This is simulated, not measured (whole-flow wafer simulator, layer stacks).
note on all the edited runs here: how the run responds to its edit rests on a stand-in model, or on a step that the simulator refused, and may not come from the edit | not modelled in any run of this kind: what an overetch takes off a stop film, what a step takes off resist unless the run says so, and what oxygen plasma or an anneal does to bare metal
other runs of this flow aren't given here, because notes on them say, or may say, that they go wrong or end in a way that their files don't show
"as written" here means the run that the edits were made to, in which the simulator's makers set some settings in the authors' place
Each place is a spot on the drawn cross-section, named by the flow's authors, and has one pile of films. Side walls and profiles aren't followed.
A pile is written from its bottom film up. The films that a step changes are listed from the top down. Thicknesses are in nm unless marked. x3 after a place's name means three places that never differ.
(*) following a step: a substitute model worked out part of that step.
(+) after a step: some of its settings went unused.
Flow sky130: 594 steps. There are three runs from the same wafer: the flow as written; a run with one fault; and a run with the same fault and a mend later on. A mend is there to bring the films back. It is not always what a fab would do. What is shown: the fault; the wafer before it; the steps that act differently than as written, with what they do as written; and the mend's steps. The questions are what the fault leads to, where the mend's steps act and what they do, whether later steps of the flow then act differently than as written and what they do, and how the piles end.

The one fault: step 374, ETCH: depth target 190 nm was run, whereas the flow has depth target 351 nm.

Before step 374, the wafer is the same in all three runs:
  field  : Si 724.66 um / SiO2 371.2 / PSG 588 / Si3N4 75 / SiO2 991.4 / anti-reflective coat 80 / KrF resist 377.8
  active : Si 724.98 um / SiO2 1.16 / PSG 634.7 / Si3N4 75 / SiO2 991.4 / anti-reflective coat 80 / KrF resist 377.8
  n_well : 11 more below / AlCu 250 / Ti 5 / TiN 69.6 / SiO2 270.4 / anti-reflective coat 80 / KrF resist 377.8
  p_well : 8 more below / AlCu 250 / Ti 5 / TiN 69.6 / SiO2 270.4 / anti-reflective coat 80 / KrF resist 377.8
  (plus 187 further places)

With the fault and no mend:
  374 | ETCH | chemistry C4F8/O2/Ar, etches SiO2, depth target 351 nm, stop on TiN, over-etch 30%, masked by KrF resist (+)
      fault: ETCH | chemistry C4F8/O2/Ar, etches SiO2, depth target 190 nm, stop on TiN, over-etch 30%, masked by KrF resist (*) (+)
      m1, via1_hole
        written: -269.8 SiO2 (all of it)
        fault: -190 SiO2
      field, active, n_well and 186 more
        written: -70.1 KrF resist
        fault: -38 KrF resist
  Later steps of the flow acting differently than as written (8 more steps, not shown, differ only slightly: by at most 2% or 0.5 nm, whichever is larger):
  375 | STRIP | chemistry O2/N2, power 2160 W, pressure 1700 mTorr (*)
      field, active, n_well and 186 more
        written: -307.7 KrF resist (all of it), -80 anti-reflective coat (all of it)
        fault: -339.8 KrF resist (all of it), -80 anti-reflective coat (all of it)
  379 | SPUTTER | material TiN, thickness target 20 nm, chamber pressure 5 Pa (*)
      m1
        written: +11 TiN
        fault: +12.6 TiN (new film)
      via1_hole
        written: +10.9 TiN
        fault: +12.6 TiN (new film)
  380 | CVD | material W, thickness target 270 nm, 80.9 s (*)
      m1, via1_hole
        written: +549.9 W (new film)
        fault: +468 W (new film)
  By the end, the piles at m1, via1_hole depart from the flow's by more than 2% or 0.5 nm, whichever is larger.
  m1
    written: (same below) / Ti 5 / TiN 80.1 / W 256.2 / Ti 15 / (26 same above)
    fault: (same below) / Ti 5 / TiN 69.6 / SiO2 79.8 / TiN 12.6 / W 174.4 / Ti 15 / (26 same above)
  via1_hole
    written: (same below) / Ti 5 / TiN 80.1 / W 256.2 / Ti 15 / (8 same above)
    fault: (same below) / Ti 5 / TiN 69.6 / SiO2 79.8 / TiN 12.6 / W 174.4 / Ti 15 / (8 same above)

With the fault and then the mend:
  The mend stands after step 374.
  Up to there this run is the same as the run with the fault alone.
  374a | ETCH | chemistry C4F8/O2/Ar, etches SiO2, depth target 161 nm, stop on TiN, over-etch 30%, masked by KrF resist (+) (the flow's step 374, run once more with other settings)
      field, active, n_well and 186 more
        -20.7 KrF resist
      m1, via1_hole
        -79.8 SiO2 (all of it)
  Later steps of the flow acting differently than as written:
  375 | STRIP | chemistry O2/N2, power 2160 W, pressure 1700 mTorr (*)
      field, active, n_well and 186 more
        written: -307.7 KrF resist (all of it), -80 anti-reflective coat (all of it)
        mend: -319.1 KrF resist (all of it), -80 anti-reflective coat (all of it)
  The piles end the same as the flow's at every place that both follow.
